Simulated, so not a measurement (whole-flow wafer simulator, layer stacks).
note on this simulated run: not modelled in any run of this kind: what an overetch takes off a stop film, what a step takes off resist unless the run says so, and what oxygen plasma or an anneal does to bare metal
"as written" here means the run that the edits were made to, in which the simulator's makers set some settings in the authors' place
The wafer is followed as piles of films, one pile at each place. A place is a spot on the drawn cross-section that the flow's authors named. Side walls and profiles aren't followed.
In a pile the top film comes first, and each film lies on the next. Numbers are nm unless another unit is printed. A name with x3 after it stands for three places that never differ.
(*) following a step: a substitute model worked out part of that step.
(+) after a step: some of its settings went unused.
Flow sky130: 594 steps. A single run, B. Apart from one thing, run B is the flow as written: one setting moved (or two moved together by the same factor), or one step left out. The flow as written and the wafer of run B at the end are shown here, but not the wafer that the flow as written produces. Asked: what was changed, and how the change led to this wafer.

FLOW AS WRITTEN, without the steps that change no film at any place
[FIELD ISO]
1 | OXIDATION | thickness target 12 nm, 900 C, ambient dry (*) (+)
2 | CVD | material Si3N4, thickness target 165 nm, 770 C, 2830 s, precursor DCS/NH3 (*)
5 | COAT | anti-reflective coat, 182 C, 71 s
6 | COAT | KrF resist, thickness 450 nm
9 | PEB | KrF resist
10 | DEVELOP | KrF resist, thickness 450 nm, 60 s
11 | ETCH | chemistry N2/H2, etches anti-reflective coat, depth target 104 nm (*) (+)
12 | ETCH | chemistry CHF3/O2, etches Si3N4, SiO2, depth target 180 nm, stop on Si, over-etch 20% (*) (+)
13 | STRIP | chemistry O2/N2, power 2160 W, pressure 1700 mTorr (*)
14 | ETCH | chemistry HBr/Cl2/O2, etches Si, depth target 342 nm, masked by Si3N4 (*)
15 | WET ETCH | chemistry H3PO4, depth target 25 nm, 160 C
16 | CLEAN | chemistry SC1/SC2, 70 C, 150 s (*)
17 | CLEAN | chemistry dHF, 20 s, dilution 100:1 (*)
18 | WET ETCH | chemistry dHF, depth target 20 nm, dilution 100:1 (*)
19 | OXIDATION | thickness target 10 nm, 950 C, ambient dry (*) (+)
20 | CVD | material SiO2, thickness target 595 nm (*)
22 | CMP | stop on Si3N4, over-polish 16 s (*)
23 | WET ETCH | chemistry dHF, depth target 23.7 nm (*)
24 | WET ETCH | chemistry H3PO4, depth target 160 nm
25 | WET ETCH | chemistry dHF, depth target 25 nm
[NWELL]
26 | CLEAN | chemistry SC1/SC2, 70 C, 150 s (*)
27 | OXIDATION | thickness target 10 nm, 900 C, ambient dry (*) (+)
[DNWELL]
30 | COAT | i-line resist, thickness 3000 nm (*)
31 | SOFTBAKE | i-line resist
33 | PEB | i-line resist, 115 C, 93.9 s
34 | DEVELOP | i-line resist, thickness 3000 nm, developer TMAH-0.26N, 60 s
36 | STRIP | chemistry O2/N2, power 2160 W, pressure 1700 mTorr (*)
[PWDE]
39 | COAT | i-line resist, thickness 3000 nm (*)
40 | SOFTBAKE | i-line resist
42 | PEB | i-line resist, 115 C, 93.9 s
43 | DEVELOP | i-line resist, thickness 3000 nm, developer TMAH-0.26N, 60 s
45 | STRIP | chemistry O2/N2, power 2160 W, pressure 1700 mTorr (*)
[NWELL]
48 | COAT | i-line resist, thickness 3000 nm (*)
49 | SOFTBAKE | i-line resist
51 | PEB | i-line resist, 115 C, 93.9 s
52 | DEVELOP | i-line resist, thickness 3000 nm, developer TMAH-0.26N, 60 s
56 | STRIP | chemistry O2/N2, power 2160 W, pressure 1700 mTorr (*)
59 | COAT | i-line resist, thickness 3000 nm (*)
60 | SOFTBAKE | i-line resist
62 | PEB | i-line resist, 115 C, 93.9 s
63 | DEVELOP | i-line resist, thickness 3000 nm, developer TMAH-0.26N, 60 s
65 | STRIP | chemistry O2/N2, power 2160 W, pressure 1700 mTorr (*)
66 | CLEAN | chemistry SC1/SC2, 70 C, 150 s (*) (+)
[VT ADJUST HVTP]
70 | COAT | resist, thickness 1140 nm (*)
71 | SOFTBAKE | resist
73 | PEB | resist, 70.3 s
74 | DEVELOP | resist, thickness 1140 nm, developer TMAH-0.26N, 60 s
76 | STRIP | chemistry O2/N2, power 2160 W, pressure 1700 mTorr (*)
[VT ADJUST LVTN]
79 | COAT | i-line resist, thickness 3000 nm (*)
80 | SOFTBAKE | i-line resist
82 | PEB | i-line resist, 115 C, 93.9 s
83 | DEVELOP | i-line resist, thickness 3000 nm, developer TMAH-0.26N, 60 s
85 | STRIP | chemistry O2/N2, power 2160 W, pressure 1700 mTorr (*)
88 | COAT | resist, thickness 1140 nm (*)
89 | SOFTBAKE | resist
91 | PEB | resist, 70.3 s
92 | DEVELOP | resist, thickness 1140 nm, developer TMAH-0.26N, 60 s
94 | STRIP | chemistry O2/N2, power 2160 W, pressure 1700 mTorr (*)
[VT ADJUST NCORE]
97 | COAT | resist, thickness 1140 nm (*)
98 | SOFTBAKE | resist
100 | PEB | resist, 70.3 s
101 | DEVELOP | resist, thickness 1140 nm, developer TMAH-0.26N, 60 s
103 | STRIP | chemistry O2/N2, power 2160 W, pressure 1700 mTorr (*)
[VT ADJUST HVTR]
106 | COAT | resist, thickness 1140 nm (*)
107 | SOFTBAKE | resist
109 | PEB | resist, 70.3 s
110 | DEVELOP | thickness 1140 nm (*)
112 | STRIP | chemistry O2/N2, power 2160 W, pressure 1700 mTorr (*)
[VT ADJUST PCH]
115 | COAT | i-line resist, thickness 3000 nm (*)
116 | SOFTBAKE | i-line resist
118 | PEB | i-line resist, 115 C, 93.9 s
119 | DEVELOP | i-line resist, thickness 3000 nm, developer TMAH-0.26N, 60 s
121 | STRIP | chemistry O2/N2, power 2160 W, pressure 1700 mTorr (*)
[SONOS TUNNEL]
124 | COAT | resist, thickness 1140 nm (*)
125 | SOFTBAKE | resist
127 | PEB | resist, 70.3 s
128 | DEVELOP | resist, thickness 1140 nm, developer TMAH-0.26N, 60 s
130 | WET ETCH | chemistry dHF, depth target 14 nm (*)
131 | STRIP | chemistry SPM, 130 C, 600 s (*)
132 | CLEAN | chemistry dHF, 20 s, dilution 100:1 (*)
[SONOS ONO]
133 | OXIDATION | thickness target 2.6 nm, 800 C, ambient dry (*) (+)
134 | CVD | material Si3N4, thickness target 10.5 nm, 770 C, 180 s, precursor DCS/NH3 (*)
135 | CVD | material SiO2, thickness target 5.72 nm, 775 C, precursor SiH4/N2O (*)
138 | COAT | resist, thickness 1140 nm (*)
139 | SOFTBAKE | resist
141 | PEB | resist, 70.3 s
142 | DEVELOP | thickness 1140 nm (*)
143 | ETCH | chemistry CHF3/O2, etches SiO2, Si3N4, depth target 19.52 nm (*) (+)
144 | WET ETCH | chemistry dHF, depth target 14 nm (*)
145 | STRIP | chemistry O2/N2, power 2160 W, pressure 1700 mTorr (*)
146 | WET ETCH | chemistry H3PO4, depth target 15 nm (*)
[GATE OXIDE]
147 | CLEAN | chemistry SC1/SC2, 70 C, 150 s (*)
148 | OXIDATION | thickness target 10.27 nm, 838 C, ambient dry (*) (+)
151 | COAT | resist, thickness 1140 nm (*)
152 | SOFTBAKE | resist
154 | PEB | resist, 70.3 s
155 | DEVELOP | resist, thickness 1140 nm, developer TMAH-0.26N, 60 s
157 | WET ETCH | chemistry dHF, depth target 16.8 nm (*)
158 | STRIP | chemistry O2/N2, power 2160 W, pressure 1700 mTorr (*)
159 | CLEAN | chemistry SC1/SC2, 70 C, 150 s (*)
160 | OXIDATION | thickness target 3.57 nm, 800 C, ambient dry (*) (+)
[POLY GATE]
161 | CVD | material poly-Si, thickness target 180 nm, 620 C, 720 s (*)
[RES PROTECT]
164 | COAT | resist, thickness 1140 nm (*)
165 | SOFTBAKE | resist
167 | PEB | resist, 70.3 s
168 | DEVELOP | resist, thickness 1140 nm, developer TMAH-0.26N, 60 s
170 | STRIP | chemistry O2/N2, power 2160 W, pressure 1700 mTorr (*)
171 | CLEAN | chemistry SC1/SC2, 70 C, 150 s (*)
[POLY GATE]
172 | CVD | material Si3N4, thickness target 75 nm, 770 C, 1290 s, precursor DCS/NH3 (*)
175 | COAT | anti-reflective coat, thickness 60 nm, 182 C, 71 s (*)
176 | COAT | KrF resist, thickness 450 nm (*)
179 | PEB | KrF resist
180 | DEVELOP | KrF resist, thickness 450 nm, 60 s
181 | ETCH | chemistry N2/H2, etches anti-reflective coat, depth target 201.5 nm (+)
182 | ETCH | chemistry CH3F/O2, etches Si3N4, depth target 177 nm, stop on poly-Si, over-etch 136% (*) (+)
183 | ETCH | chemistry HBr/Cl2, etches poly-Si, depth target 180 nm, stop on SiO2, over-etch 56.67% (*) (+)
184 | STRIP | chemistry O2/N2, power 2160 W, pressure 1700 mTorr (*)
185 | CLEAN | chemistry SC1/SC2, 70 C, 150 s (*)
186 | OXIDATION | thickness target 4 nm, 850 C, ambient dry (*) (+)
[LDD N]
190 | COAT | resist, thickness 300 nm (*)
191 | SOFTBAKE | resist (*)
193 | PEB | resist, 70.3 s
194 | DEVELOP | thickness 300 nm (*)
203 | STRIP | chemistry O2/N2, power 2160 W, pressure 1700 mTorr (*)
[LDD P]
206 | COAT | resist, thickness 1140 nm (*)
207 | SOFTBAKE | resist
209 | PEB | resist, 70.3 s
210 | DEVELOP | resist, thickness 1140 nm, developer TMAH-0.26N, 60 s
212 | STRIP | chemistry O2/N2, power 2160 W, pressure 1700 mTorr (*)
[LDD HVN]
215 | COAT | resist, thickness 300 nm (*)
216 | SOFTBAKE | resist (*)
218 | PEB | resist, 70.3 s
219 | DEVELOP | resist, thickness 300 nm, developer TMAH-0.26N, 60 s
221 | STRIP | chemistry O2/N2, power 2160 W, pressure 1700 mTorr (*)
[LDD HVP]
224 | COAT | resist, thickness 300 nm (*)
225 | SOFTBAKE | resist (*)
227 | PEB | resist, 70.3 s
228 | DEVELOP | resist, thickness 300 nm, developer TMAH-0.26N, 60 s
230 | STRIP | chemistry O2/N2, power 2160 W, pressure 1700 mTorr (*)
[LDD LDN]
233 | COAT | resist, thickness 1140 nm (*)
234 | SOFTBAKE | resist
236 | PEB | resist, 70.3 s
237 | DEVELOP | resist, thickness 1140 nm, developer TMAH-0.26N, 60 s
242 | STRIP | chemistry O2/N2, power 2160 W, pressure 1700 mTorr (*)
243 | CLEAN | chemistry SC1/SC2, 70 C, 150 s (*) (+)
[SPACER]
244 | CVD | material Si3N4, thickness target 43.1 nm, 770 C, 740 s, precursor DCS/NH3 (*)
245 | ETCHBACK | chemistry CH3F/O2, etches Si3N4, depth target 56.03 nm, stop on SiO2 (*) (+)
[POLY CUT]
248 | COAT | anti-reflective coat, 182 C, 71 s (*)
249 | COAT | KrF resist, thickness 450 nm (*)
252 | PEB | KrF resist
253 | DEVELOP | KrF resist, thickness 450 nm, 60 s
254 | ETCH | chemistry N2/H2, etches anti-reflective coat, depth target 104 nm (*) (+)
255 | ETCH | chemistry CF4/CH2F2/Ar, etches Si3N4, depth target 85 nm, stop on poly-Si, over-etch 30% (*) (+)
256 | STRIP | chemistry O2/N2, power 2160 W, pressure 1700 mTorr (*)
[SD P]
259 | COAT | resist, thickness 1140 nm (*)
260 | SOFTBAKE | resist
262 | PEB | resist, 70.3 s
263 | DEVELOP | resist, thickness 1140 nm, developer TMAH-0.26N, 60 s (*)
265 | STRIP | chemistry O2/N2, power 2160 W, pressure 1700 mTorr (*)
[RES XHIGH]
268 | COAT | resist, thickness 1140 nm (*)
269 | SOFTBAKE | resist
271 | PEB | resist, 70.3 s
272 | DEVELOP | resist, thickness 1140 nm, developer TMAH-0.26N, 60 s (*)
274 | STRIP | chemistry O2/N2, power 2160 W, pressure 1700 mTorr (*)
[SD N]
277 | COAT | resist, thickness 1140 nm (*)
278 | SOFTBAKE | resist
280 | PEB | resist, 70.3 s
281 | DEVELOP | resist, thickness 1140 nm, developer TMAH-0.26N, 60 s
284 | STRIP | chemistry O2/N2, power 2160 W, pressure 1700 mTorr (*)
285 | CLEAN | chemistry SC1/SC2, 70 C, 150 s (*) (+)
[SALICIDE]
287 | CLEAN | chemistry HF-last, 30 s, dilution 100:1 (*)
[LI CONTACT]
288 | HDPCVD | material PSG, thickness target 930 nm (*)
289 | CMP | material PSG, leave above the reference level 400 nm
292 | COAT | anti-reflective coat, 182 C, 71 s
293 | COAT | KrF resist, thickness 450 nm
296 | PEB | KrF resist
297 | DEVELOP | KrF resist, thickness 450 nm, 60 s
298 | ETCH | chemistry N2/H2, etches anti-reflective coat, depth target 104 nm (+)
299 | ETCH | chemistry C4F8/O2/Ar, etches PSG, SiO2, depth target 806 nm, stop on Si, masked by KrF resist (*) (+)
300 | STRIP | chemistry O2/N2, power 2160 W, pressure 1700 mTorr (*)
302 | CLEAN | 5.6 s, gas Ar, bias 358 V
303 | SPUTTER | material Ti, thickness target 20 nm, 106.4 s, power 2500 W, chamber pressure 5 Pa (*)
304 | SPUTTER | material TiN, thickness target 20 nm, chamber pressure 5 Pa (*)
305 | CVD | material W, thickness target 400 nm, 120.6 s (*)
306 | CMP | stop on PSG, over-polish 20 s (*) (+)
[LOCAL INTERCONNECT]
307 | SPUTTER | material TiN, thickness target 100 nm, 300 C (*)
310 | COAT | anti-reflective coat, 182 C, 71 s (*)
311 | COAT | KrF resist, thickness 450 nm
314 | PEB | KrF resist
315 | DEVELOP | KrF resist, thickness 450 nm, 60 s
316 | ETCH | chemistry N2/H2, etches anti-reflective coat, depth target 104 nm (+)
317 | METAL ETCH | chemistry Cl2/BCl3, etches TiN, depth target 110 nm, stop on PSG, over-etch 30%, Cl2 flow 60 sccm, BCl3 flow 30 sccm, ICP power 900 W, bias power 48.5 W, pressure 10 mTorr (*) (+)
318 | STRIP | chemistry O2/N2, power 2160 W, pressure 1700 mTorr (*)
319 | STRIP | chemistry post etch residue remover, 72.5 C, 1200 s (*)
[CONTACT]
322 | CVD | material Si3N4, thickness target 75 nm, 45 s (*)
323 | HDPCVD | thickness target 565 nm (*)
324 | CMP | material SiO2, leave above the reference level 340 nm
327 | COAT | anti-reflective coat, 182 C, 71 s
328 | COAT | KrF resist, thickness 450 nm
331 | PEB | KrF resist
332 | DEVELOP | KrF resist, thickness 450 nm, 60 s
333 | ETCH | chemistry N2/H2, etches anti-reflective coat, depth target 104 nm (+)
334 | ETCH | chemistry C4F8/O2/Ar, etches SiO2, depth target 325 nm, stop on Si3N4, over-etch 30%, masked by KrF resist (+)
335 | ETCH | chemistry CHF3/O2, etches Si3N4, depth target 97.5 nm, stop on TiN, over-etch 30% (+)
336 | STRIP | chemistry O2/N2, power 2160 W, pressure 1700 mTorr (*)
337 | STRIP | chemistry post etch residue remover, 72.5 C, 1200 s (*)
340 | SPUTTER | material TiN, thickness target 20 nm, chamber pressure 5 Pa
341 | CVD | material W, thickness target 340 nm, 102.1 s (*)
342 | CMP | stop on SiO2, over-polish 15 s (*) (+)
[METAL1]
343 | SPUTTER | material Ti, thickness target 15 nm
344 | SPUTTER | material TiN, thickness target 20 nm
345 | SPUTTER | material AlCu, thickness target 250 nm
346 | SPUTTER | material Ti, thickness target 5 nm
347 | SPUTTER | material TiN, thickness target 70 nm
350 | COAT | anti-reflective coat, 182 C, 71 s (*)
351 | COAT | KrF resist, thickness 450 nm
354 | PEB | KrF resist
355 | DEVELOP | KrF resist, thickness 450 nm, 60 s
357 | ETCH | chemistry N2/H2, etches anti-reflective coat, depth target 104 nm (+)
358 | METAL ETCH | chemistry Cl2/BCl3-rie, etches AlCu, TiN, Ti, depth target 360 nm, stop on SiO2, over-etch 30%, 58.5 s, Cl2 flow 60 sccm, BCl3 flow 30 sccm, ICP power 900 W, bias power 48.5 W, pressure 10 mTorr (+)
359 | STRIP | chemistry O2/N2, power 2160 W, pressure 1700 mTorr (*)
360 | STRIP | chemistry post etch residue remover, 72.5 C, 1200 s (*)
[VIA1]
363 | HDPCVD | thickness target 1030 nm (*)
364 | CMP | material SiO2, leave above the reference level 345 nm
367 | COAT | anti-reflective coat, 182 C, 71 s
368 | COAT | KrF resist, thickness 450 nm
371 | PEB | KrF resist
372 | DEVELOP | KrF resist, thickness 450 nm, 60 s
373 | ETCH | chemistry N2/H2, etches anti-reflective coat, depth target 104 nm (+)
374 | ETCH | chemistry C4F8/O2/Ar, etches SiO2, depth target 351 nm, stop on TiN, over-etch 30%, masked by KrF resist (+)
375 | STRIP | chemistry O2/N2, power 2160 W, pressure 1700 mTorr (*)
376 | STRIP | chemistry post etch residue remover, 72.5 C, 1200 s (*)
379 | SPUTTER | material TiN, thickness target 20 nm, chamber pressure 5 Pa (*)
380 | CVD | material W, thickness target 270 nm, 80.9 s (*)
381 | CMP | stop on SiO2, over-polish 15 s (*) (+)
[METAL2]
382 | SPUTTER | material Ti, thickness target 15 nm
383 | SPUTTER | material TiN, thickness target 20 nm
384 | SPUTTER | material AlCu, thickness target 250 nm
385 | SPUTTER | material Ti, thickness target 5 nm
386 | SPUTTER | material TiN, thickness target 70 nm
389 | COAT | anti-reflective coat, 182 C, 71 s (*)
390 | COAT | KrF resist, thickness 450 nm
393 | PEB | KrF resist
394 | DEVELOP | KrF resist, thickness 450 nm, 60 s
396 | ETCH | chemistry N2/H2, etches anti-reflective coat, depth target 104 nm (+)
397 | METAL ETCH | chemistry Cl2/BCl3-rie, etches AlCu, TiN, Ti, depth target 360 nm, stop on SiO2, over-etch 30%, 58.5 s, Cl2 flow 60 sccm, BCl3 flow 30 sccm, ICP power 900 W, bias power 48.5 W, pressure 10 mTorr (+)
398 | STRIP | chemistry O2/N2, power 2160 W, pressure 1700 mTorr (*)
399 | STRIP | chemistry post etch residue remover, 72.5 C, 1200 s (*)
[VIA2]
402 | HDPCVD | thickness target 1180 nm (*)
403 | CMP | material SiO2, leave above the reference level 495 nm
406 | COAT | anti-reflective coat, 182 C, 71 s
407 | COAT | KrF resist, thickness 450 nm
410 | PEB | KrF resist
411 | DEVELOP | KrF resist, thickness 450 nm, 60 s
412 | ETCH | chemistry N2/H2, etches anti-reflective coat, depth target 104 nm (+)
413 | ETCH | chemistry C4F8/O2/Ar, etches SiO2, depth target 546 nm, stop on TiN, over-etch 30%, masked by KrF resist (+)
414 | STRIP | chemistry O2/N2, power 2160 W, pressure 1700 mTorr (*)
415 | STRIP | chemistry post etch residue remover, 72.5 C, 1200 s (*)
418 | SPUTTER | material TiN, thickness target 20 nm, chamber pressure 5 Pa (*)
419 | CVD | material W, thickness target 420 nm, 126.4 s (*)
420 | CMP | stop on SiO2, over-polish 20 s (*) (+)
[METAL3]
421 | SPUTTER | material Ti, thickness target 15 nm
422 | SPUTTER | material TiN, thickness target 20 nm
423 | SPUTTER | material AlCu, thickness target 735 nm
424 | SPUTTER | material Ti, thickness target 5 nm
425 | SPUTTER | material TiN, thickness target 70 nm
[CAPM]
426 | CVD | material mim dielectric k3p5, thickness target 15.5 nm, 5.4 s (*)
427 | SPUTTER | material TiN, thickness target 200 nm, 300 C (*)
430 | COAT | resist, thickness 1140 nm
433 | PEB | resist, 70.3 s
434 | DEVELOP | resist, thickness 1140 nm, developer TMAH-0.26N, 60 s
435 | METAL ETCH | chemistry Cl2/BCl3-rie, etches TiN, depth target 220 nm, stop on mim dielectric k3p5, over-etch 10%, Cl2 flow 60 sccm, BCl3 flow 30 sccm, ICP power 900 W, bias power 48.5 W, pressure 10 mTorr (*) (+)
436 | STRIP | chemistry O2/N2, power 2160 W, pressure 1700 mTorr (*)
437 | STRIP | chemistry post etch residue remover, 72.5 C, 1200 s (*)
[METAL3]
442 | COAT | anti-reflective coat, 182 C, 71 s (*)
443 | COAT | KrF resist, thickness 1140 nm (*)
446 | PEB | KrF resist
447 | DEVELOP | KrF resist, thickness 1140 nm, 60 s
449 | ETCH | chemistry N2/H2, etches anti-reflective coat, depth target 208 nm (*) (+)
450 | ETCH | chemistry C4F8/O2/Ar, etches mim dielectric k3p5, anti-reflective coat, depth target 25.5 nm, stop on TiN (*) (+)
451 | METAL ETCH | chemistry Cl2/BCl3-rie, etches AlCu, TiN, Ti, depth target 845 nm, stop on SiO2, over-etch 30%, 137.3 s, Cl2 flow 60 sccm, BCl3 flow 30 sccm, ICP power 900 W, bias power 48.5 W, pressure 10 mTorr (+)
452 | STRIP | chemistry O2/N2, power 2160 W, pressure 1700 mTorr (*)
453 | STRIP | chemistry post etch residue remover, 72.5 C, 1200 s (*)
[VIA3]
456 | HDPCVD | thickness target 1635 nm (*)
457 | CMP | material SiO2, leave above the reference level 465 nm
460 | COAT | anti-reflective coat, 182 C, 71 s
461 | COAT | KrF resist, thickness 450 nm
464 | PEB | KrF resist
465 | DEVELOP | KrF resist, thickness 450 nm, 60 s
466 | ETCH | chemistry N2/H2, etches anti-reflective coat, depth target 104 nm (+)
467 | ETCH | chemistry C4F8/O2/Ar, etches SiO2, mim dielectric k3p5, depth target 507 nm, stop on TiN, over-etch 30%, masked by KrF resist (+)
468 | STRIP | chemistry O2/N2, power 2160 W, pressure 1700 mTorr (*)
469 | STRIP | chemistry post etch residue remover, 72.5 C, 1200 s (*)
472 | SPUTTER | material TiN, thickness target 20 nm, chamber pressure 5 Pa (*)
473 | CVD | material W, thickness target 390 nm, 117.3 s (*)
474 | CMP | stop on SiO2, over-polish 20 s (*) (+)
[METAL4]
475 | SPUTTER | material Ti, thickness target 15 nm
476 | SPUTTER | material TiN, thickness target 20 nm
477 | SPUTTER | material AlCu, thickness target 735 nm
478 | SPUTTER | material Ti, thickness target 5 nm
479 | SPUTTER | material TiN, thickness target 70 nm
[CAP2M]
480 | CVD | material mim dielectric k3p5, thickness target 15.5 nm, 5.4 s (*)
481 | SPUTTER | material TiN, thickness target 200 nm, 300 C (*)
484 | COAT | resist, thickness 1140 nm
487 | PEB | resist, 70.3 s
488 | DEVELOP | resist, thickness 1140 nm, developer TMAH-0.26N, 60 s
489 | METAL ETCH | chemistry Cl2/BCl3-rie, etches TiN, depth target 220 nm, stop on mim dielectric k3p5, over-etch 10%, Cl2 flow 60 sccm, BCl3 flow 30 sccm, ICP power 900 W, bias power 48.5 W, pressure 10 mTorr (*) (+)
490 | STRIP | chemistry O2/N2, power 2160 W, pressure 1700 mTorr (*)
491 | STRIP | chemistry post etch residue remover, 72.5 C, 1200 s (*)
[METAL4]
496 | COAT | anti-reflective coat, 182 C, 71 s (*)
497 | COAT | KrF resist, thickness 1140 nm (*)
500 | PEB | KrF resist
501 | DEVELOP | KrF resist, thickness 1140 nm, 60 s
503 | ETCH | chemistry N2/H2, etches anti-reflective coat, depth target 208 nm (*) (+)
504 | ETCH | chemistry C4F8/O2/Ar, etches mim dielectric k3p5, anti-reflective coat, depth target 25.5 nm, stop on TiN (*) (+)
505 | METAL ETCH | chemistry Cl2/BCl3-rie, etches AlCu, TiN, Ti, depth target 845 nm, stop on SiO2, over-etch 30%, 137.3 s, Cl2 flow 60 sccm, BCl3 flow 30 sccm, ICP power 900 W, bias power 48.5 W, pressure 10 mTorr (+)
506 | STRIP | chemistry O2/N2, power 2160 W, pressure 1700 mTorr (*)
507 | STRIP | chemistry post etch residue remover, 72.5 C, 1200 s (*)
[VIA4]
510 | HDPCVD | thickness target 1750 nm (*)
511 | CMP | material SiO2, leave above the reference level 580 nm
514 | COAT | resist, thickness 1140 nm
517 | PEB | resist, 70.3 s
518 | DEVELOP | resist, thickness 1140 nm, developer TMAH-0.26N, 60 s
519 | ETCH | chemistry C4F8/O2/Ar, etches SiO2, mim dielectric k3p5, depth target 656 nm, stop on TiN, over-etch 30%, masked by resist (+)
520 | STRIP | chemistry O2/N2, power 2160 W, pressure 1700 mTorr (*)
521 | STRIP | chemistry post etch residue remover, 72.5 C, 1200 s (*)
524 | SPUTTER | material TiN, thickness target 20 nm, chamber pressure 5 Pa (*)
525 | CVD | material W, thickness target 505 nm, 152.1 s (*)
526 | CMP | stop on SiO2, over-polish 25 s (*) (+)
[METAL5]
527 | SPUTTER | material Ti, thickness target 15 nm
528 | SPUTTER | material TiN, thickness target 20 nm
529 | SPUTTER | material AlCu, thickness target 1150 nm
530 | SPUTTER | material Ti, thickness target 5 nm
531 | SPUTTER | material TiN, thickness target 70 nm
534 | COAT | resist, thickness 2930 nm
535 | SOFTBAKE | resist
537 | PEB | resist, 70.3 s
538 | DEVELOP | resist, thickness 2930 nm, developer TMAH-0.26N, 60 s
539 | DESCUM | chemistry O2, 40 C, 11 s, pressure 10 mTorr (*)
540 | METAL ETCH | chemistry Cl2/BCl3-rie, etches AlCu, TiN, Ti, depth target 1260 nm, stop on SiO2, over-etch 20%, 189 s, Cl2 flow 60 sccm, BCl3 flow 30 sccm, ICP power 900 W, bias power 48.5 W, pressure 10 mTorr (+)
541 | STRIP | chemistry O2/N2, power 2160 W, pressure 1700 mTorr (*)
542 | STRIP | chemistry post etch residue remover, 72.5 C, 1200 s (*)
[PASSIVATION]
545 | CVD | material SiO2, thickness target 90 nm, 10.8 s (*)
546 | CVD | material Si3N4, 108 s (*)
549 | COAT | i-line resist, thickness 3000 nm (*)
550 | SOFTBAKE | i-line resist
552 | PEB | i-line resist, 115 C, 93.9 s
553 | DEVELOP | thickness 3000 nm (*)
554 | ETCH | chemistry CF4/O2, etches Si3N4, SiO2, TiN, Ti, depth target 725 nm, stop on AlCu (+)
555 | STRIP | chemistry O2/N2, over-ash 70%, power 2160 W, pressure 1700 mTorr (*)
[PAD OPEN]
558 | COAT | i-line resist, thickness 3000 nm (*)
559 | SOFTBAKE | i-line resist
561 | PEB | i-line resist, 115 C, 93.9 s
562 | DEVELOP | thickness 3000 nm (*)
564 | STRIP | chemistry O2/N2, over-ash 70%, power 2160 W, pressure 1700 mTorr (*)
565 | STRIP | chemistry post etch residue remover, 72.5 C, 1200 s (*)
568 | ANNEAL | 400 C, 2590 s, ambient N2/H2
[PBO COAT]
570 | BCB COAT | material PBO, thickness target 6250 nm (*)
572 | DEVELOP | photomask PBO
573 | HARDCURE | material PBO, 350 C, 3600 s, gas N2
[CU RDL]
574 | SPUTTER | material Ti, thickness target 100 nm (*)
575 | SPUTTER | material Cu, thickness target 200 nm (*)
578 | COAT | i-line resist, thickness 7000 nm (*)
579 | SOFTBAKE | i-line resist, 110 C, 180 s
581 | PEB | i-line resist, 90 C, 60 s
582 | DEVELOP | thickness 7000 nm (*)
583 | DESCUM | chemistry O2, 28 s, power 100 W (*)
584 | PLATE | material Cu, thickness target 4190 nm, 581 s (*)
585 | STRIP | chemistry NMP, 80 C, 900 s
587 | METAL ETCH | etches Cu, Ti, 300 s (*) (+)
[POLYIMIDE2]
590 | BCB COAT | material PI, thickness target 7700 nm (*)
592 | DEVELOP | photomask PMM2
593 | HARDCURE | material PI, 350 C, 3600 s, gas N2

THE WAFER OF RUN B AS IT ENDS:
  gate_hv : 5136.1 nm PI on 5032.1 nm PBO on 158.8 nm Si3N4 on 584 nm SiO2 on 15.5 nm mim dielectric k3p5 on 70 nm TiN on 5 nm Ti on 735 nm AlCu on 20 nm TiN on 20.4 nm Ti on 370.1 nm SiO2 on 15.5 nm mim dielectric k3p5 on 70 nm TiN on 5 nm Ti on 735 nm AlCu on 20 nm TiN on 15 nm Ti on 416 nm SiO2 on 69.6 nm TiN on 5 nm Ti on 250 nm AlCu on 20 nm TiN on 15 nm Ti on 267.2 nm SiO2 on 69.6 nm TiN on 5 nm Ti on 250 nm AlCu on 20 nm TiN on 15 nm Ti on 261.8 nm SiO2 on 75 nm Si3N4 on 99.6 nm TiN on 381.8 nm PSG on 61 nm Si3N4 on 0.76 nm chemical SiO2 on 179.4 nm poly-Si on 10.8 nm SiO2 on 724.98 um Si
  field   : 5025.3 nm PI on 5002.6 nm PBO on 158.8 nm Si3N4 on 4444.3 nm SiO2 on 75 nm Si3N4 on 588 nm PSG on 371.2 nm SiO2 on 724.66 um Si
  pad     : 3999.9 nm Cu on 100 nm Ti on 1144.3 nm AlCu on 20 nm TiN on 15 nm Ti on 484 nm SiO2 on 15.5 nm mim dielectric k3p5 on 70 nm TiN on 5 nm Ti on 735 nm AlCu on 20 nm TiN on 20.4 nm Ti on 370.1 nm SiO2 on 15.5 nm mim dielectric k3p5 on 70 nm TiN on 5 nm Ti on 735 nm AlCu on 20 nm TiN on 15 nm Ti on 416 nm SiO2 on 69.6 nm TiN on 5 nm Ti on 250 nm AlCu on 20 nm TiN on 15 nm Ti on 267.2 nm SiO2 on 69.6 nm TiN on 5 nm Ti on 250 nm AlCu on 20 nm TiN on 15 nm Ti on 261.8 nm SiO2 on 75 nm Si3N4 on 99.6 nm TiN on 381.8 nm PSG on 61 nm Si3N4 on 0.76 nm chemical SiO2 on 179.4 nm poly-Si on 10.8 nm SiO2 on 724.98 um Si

The reason: step 475, SPUTTER: thickness target 20.4 nm was run, whereas the flow has thickness target 15 nm.
The wafer lets one read it off: gate_hv has Ti 20.4, and step 475 as written asks for 15 nm.

The path from the change to this, step by step:
  475 | SPUTTER | material Ti, thickness target 15 nm
      field, active, n_well and 189 more: +20.4 Ti (new film) (it would be, as written: +15 Ti (new film))
  505 | METAL ETCH | chemistry Cl2/BCl3-rie, etches AlCu, TiN, Ti, depth target 845 nm, stop on SiO2, over-etch 30%, 137.3 s, Cl2 flow 60 sccm, BCl3 flow 30 sccm, ICP power 900 W, bias power 48.5 W, pressure 10 mTorr (+)
      field, gate, spacer and 68 more: -70 TiN (all of it), -5 Ti (all of it), -735 AlCu (all of it), -20 TiN (all of it), -20.4 Ti (all of it), -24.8 SiO2 (it would be, as written: -70 TiN (all of it), -5 Ti (all of it), -735 AlCu (all of it), -20 TiN (all of it), -15 Ti (all of it), -25.4 SiO2)
      active, vpp_iso1, mim_edge_plate and 14 more: -70 TiN (all of it), -5 Ti (all of it), -735 AlCu (all of it), -20 TiN (all of it), -20.4 Ti (all of it), -24.8 SiO2 (it would be, as written: -70 TiN (all of it), -5 Ti (all of it), -735 AlCu (all of it), -20 TiN (all of it), -15 Ti (all of it), -25.3 SiO2)
